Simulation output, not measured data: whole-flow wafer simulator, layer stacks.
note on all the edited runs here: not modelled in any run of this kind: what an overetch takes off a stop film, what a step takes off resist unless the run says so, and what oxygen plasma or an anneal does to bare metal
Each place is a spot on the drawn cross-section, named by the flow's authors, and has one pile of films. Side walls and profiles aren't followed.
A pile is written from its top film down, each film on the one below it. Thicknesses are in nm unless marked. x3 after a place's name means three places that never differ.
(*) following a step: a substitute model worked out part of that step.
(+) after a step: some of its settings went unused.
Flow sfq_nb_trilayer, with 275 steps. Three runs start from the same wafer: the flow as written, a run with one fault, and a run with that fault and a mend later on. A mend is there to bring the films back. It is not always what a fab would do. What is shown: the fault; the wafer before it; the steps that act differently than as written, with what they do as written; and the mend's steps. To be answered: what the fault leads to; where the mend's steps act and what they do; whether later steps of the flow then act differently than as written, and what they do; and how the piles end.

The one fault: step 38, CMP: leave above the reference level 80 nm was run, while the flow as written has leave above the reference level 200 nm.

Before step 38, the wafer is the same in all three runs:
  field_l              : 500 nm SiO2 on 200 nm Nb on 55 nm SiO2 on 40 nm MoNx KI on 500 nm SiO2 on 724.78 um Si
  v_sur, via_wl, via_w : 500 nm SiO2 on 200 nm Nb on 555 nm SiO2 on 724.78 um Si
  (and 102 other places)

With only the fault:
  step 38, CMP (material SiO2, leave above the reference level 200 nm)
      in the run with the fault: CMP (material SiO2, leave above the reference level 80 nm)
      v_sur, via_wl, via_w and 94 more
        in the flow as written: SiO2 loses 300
        in the run with the fault: SiO2 loses 420
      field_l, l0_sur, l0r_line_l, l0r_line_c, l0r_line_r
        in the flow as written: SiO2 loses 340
        in the run with the fault: SiO2 loses 460
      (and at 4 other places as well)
  Steps later in the flow that act otherwise than as written (3 more steps, not shown, differ only slightly: by at most 2% or 0.5 nm, whichever is larger):
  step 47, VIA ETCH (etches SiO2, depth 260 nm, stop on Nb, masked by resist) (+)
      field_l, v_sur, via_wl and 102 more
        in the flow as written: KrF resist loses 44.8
        in the run with the fault: KrF resist loses 20.6
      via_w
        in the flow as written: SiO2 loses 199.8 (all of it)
        in the run with the fault: SiO2 loses 79.8 (all of it)
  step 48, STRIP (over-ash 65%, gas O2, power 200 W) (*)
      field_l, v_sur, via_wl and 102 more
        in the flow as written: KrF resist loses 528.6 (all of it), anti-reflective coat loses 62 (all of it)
        in the run with the fault: KrF resist loses 552.8 (all of it), anti-reflective coat loses 62 (all of it)
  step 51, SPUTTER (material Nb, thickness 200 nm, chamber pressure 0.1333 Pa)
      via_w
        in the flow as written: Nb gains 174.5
        in the run with the fault: Nb gains 197.5
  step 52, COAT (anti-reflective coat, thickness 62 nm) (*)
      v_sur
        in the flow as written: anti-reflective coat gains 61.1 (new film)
        in the run with the fault: anti-reflective coat gains 58.5 (new film)
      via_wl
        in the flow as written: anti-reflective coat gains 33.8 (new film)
        in the run with the fault: anti-reflective coat gains 41.8 (new film)
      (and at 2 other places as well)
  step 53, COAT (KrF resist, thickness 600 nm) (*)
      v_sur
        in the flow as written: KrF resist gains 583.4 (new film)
        in the run with the fault: KrF resist gains 596.1 (new film)
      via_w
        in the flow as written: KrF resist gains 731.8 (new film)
        in the run with the fault: KrF resist gains 637.6 (new film)
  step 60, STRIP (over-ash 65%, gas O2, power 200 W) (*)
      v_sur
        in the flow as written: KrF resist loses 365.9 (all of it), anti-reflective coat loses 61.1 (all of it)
        in the run with the fault: KrF resist loses 378.5 (all of it), anti-reflective coat loses 58.5 (all of it)
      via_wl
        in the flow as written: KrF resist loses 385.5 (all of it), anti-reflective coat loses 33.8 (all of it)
        in the run with the fault: KrF resist loses 392.4 (all of it), anti-reflective coat loses 41.8 (all of it)
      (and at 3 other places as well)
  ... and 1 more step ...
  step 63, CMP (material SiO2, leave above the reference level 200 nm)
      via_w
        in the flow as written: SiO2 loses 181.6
        in the run with the fault: SiO2 loses 218.6
  By the end, the piles at field_l, v_sur, via_wl and 103 more depart from the flow's by more than 2% or 0.5 nm, whichever is larger.
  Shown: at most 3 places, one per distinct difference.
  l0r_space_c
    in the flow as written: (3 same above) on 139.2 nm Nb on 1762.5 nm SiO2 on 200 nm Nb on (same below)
    in the run with the fault: (3 same above) on 139.2 nm Nb on 1642.5 nm SiO2 on 200 nm Nb on (same below)
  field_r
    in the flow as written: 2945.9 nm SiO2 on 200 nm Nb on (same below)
    in the run with the fault: 2825.9 nm SiO2 on 200 nm Nb on (same below)
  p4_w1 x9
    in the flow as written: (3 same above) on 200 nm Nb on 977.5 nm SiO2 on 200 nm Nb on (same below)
    in the run with the fault: (3 same above) on 200 nm Nb on 857.5 nm SiO2 on 200 nm Nb on (same below)

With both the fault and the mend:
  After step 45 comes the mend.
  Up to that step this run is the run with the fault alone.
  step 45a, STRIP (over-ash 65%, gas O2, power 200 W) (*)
      field_l, v_sur, via_wl and 102 more
        KrF resist loses 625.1 (all of it), anti-reflective coat loses 62 (all of it)
      via_w
        anti-reflective coat loses 62 (all of it)
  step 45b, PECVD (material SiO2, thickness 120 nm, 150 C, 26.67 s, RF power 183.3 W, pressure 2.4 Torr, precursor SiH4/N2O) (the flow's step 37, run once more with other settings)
      field_l, v_sur, via_wl and 103 more
        SiO2 gains 120
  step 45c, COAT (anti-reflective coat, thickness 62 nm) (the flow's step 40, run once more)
      field_l, v_sur, via_wl and 103 more
        anti-reflective coat gains 62 (new film)
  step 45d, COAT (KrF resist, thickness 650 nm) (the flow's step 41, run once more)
      field_l, v_sur, via_wl and 103 more
        KrF resist gains 650 (new film)
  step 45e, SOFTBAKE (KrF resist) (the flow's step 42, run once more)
      alters no film at any place that is followed
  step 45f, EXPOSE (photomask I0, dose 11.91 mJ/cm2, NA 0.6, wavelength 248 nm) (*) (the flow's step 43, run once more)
      alters no film at any place that is followed
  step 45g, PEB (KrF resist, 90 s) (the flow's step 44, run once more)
      field_l, v_sur, via_wl and 103 more
        KrF resist loses 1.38
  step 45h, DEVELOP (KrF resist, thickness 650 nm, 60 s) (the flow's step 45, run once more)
      field_l, v_sur, via_wl and 102 more
        KrF resist loses 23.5
      via_w
        KrF resist loses 648.6 (all of it)
  Every later step of the flow that is run acts as written at every place that is followed.
  By the end, the piles equal the flow's at every place that both follow.
